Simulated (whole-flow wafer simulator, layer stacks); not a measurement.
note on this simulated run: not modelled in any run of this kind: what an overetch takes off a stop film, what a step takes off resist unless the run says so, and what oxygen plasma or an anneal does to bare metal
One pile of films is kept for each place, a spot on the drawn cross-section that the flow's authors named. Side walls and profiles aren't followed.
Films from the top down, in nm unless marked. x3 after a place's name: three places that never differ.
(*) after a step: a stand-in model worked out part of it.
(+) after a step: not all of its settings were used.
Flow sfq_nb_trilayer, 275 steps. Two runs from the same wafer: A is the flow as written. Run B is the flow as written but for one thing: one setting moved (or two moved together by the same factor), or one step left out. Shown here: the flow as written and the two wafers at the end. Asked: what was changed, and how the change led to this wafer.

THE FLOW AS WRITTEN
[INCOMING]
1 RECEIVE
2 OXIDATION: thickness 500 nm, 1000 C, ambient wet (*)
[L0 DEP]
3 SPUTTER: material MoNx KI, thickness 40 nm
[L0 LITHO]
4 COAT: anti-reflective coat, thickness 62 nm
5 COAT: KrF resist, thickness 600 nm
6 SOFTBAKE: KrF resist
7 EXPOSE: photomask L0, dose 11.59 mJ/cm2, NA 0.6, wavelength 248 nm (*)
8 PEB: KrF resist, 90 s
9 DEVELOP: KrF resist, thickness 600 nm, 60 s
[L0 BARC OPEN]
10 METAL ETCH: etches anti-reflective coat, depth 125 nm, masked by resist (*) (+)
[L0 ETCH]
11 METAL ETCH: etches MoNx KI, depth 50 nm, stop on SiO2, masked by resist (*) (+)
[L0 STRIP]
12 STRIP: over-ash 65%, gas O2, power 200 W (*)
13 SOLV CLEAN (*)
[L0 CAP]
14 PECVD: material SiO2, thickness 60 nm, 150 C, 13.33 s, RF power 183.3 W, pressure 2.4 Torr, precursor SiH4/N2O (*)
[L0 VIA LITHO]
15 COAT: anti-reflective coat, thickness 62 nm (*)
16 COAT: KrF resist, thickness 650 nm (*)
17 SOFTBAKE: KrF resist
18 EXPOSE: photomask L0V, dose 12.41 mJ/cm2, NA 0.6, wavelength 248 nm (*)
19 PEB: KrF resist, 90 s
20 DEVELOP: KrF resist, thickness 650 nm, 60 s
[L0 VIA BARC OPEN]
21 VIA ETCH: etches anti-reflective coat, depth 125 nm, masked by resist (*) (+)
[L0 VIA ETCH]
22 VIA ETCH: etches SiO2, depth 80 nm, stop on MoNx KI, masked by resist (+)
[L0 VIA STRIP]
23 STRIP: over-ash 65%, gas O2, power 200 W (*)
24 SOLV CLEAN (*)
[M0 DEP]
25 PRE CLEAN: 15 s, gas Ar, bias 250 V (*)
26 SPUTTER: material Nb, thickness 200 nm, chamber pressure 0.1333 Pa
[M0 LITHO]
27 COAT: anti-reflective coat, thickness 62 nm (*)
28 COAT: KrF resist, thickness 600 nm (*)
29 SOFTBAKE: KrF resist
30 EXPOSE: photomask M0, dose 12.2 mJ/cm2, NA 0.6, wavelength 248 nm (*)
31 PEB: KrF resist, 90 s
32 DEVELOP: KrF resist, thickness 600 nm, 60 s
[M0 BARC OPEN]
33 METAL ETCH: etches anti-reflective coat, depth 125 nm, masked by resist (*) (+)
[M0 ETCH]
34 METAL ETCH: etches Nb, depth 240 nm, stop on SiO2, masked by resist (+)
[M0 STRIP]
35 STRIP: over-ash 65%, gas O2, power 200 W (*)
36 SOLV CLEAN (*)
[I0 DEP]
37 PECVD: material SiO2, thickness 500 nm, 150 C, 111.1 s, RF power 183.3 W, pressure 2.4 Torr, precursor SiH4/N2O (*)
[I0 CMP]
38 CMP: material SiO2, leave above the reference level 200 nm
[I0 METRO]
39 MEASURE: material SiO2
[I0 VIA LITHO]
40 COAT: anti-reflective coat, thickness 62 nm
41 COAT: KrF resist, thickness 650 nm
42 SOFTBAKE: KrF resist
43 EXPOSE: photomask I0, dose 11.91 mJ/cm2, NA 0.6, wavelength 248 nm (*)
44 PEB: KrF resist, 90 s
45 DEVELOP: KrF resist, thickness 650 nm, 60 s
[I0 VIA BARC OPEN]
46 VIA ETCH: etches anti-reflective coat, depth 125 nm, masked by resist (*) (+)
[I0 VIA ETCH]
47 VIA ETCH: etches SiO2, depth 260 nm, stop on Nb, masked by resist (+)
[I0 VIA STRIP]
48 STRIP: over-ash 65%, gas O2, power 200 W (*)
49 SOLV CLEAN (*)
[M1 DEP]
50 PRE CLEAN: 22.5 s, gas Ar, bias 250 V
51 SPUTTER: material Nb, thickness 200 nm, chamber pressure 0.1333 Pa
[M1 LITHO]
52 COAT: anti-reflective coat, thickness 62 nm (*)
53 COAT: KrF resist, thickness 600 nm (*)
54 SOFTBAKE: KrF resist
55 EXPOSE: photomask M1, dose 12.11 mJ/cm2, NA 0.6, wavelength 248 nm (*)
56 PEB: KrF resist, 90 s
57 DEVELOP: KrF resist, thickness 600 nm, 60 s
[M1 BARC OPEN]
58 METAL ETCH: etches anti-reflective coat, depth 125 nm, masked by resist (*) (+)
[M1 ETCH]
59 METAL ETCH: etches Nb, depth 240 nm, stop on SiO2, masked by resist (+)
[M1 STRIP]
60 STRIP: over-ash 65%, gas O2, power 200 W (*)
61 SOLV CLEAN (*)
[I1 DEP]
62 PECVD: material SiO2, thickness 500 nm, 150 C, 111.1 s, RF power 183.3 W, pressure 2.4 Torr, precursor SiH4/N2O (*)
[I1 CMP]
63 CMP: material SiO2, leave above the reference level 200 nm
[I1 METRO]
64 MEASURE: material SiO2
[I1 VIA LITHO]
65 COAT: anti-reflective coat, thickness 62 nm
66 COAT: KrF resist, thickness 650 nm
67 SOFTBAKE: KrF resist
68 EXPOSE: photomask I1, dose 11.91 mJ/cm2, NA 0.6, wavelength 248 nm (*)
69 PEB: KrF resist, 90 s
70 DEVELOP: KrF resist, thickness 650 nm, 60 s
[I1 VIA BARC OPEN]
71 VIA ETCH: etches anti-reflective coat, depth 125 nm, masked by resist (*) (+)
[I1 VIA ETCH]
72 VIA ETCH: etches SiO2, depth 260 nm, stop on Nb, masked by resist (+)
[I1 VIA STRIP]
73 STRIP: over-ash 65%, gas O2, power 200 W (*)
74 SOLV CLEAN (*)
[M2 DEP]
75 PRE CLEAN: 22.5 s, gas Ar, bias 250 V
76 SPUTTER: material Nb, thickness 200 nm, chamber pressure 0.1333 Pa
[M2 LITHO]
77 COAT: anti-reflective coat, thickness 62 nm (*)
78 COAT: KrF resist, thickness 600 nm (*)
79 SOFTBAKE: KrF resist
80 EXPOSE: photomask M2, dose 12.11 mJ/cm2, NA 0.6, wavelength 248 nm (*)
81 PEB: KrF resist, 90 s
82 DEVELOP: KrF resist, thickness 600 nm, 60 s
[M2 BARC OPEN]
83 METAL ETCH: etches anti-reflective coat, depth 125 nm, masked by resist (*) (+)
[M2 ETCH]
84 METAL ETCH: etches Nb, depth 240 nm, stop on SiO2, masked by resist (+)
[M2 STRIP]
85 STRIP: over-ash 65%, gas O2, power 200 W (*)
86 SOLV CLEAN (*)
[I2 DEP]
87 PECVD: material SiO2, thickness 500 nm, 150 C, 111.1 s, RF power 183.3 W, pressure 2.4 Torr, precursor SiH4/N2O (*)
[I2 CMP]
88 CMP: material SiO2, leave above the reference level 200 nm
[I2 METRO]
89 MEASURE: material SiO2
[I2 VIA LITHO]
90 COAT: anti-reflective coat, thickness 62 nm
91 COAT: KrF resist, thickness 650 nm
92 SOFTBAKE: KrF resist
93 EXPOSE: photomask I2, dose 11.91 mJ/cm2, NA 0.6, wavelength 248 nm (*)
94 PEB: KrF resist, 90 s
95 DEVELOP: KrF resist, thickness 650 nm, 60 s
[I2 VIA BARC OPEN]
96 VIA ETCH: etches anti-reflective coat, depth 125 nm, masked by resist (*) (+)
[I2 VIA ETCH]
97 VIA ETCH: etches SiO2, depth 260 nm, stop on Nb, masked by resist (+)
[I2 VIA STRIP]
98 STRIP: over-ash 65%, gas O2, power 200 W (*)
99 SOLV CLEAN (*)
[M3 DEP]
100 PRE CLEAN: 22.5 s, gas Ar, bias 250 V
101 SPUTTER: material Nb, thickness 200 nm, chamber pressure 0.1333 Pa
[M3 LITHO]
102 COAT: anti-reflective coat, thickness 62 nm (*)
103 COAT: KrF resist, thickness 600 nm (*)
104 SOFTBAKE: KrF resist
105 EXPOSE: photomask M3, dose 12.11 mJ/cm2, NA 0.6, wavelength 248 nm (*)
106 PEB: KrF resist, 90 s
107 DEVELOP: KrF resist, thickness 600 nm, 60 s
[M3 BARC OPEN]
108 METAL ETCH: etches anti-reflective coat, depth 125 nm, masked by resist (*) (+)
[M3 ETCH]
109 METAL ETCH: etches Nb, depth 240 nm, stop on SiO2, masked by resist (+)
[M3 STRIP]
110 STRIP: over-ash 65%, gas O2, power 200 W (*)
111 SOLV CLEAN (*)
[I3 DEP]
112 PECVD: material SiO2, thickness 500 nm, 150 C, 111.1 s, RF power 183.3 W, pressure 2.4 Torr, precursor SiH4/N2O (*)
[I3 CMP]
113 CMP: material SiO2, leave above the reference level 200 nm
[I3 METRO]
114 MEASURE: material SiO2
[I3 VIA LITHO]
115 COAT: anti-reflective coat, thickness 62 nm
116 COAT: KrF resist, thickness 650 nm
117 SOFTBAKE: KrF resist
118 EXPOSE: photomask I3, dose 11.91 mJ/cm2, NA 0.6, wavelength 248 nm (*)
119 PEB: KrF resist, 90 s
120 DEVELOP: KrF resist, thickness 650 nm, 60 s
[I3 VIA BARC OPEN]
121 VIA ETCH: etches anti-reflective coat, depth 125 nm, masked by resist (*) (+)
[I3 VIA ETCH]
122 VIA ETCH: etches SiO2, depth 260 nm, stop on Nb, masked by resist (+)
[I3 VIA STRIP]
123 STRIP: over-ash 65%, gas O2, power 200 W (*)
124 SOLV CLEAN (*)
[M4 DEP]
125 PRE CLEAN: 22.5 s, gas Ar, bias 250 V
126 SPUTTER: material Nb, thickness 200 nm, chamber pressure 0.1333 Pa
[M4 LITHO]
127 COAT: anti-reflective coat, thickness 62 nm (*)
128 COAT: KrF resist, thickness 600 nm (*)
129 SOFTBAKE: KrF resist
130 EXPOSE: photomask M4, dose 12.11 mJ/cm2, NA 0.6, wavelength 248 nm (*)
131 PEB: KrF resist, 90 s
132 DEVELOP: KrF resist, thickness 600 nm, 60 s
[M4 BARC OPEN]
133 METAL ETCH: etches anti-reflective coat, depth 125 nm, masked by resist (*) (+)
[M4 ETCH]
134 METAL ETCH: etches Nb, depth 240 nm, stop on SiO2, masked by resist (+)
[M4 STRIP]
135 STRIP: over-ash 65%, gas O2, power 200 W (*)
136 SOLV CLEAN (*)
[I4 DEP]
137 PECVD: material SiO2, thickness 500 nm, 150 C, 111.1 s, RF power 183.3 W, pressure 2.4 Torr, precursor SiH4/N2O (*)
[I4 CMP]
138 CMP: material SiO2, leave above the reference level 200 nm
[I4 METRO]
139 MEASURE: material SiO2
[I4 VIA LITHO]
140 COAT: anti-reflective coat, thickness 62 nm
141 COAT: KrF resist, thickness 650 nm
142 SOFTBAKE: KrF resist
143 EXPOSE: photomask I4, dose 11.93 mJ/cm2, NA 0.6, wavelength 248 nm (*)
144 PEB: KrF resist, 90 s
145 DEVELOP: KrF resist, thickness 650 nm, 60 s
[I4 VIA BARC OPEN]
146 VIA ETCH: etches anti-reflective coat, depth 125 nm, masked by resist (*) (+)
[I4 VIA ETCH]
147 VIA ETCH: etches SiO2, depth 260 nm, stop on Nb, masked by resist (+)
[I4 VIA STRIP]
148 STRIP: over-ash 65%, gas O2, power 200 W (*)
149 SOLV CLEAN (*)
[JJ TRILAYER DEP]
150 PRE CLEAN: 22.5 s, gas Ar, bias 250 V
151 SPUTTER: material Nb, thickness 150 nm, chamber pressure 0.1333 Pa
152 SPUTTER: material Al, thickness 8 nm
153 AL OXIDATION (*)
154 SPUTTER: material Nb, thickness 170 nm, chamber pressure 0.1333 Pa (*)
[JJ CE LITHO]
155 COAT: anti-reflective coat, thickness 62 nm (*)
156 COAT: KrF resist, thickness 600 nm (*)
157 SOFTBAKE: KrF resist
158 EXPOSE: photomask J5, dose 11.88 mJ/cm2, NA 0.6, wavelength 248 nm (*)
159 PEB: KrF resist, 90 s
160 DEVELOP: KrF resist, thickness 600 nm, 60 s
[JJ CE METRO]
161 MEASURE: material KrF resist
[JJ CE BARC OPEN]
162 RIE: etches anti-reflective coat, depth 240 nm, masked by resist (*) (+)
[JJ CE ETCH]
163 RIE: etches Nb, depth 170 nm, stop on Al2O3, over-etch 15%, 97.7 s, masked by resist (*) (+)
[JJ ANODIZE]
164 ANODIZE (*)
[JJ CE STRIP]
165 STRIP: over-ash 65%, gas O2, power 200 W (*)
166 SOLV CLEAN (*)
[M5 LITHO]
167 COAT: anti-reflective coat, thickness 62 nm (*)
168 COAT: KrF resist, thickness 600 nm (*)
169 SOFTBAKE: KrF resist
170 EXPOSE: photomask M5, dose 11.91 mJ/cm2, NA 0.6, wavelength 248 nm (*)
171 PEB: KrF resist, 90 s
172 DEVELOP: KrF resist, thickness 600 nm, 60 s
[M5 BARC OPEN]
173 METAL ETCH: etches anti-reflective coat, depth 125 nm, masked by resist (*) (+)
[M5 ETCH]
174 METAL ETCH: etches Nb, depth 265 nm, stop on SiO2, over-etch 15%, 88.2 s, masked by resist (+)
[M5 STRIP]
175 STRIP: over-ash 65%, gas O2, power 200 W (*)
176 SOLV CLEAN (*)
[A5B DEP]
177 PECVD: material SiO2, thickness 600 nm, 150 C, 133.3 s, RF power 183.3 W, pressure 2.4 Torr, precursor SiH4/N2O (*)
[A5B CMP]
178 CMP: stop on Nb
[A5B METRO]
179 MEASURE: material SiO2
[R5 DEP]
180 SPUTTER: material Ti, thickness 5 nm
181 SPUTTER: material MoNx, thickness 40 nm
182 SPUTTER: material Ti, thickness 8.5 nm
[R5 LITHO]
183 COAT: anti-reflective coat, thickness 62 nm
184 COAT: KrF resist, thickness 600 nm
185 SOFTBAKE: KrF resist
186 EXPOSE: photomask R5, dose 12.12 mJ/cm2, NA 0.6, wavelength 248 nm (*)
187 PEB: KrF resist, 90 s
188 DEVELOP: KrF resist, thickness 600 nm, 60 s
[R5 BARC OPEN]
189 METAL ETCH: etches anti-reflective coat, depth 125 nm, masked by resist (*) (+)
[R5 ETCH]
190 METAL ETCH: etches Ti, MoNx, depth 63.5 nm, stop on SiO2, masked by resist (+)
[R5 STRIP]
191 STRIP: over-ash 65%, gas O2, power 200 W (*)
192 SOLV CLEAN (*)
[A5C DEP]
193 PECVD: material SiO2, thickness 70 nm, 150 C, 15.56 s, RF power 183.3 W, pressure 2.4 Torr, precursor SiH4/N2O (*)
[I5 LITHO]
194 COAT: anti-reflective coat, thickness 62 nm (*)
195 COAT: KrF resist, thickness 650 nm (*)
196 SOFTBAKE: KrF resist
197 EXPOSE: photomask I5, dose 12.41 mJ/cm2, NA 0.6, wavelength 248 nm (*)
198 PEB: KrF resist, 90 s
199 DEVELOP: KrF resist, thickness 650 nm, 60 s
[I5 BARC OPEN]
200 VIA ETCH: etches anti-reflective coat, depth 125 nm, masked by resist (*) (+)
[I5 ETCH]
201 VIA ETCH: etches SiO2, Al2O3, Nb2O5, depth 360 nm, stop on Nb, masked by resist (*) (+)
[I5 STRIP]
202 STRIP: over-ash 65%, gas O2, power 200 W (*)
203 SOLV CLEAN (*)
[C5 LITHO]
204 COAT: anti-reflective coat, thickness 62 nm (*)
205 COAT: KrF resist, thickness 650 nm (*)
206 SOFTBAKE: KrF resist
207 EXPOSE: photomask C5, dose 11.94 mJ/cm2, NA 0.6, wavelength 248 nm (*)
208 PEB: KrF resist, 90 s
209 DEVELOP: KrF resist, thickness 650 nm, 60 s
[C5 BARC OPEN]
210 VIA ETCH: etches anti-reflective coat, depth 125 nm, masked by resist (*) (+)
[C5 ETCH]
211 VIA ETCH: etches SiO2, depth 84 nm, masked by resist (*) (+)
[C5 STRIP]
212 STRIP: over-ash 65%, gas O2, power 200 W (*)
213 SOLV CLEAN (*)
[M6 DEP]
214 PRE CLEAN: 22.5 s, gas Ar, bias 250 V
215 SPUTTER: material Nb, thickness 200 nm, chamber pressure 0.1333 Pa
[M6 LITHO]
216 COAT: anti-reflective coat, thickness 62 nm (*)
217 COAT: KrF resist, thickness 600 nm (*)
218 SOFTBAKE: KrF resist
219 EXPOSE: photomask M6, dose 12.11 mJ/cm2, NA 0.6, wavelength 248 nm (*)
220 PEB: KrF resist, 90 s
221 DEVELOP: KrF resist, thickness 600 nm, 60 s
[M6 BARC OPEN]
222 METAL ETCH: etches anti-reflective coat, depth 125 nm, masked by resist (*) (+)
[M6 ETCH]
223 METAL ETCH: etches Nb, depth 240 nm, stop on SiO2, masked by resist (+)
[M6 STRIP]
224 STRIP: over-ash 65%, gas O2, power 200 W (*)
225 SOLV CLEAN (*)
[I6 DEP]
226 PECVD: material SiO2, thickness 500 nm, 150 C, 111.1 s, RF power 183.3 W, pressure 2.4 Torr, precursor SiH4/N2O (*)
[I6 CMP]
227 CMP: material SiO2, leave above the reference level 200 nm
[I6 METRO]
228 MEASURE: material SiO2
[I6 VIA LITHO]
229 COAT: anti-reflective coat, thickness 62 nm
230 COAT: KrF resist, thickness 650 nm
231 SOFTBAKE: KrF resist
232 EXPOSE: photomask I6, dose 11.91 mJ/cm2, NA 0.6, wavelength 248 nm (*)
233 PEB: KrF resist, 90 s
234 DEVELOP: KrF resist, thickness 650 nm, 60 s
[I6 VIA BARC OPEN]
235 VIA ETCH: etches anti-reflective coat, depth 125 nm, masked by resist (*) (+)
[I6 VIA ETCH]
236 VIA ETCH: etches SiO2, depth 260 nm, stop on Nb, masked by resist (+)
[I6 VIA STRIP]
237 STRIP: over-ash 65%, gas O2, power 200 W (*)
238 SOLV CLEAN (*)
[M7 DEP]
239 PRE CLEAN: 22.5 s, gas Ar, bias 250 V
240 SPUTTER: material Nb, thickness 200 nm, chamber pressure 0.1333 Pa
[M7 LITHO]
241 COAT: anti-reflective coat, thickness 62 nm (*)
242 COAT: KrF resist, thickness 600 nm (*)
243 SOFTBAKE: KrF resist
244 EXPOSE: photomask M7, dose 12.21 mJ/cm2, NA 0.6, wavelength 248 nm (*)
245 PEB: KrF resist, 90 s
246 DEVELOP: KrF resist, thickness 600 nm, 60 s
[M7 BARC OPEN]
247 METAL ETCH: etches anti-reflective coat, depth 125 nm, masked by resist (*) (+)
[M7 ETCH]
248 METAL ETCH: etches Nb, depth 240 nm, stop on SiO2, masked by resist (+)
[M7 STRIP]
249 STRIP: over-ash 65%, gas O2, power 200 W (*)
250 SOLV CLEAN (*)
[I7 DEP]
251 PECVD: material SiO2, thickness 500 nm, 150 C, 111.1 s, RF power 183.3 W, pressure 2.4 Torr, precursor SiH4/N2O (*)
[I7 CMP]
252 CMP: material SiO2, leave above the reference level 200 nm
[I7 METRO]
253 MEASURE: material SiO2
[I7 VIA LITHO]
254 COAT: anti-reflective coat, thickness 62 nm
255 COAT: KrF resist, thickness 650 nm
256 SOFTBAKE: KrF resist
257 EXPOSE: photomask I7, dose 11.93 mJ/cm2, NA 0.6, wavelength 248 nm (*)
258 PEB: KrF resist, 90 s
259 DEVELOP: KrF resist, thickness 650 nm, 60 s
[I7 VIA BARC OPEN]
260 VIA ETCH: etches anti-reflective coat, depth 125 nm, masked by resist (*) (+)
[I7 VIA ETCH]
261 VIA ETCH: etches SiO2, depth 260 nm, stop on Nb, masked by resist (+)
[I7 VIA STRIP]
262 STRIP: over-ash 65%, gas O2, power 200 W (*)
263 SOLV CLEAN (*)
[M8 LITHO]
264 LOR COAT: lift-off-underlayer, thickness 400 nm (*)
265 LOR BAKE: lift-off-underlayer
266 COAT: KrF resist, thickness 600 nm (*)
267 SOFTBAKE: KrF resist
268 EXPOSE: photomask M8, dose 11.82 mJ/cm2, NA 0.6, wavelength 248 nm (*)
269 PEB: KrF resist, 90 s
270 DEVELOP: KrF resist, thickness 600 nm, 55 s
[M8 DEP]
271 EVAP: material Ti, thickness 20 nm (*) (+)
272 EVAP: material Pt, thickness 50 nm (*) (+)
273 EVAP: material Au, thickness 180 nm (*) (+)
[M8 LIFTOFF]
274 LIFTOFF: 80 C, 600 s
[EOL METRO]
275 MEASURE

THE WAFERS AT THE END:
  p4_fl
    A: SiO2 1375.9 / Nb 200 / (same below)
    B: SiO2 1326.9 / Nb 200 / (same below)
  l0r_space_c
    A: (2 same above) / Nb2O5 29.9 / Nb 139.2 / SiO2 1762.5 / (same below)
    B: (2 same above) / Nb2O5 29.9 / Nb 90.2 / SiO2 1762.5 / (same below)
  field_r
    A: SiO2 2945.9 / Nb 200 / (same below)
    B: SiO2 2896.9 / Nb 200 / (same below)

The cause: step 151, SPUTTER: thickness 101 nm was run, where the flow has thickness 150 nm.

How the change led to this, step by step:
  151 SPUTTER: material Nb, thickness 150 nm, chamber pressure 0.1333 Pa
      field_l, v_sur, via_sp and 100 more: A Nb +150 (new film) | B Nb +101 (new film)
      via_wl, via_wr: A Nb +130.4 | B Nb +72.2
      (and at 1 more place)
  154 SPUTTER: material Nb, thickness 170 nm, chamber pressure 0.1333 Pa (*)
      via_w: A Nb +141 (new film) | B Nb +144.4 (new film)
  155 COAT: anti-reflective coat, thickness 62 nm (*)
      via_wl, via_wr: A anti-reflective coat +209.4 (new film) | B anti-reflective coat +233.5 (new film)
      via_w: A anti-reflective coat +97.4 (new film) | B anti-reflective coat +100 (new film)
  162 RIE: etches anti-reflective coat, depth 240 nm, masked by resist (*) (+)
      ce_l, c5j, ce_r, wl_jj: A KrF resist -209.4 | B KrF resist -233.5
      via_wl, via_wr: A anti-reflective coat -209.4 (all of it) | B anti-reflective coat -233.5 (all of it)
      (and at 1 more place)
  163 RIE: etches Nb, depth 170 nm, stop on Al2O3, over-etch 15%, 97.7 s, masked by resist (*) (+)
      via_w: A Nb -141 (all of it), Al2O3 -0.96 (all of it) | B Nb -144.4 (all of it), Al2O3 -0.96 (all of it)
  165 STRIP: over-ash 65%, gas O2, power 200 W (*)
      ce_l: A KrF resist -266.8 (all of it), anti-reflective coat -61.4 (all of it) | B KrF resist -242.7 (all of it), anti-reflective coat -61.5 (all of it)
      c5j: A KrF resist -266.9 (all of it), anti-reflective coat -61.5 (all of it) | B KrF resist -242.8 (all of it), anti-reflective coat -61.5 (all of it)
      (and at 2 more places)
  167 COAT: anti-reflective coat, thickness 62 nm (*)
      via_wl: A anti-reflective coat +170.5 (new film) | B anti-reflective coat +178.4 (new film)
      via_w: A anti-reflective coat +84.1 (new film) | B anti-reflective coat +78.5 (new film)
      (and at 1 more place)
  174 METAL ETCH: etches Nb, depth 265 nm, stop on SiO2, over-etch 15%, 88.2 s, masked by resist (+)
      field_l, r_sur, res and 50 more: A Al2O3 -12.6 (all of it), Nb2O5 -29.9 (all of it), Nb -139.2 (all of it), SiO2 -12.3 | B Al2O3 -12.6 (all of it), Nb2O5 -29.9 (all of it), Nb -90.2 (all of it), SiO2 -17.2
  175 STRIP: over-ash 65%, gas O2, power 200 W (*)
      via_wl: A KrF resist -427 (all of it), anti-reflective coat -170.5 (all of it) | B KrF resist -429.8 (all of it), anti-reflective coat -178.4 (all of it)
      via_w: A KrF resist -503.5 (all of it), anti-reflective coat -84.1 (all of it) | B KrF resist -497.8 (all of it), anti-reflective coat -78.5 (all of it)
      (and at 1 more place)
  177 PECVD: material SiO2, thickness 600 nm, 150 C, 133.3 s, RF power 183.3 W, pressure 2.4 Torr, precursor SiH4/N2O (*)
      via_wl, via_wr: A SiO2 +600 (new film) | B SiO2 +617.3 (new film)
  178 CMP: stop on Nb
      field_l, p4_fl, p4_fm and 39 more: A SiO2 -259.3 | B SiO2 -303.4
      r_sur, res, r_end, moat, field_r, lsp_l: A SiO2 -252.3 | B SiO2 -303.4
      (and at 8 more places)
